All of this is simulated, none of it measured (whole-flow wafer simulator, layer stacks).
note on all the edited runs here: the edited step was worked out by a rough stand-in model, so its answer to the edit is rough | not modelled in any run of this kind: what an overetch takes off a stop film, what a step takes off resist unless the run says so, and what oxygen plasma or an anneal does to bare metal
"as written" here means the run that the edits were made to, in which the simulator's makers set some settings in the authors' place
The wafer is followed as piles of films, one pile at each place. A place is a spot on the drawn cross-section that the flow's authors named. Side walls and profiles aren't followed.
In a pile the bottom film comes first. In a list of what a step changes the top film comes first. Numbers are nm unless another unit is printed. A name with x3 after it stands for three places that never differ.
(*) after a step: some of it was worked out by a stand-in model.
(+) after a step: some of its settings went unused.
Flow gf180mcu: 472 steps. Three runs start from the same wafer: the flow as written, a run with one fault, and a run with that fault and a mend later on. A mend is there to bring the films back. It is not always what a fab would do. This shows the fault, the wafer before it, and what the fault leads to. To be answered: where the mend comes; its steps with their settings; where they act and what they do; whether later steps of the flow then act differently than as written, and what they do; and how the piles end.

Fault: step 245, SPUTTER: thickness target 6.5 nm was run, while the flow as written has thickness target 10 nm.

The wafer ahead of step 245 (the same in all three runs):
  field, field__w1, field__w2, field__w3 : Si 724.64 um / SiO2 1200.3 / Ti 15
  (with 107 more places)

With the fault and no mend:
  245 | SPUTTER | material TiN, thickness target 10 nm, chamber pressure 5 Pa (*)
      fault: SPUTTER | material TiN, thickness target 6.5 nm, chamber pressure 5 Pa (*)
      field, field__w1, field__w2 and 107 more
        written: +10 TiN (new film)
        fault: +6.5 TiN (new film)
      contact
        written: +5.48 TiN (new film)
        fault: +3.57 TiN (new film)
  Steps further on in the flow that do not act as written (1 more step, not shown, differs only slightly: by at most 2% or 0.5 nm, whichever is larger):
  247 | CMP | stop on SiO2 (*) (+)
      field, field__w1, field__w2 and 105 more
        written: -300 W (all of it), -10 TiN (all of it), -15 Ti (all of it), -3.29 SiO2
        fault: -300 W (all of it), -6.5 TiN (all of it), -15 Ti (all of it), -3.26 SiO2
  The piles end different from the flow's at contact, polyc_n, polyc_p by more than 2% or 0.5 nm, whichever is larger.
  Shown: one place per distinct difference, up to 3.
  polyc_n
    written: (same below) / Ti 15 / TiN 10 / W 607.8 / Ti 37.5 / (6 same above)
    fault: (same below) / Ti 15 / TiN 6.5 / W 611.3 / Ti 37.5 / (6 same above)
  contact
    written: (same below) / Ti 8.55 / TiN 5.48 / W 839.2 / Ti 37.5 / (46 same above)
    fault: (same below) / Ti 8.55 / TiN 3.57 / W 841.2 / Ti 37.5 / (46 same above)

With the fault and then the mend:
  The mend follows step 245.
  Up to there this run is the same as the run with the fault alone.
  245a | SPUTTER | material TiN, thickness target 3.5 nm, chamber pressure 5 Pa (*) (a further turn of the flow's step 245, with different settings)
      field, field__w1, field__w2 and 107 more
        +3.5 TiN
      contact
        +1.92 TiN
  Every later step of the flow that is run acts as written at every place that is followed.
  By the end, the piles equal the flow's at every place that both follow.
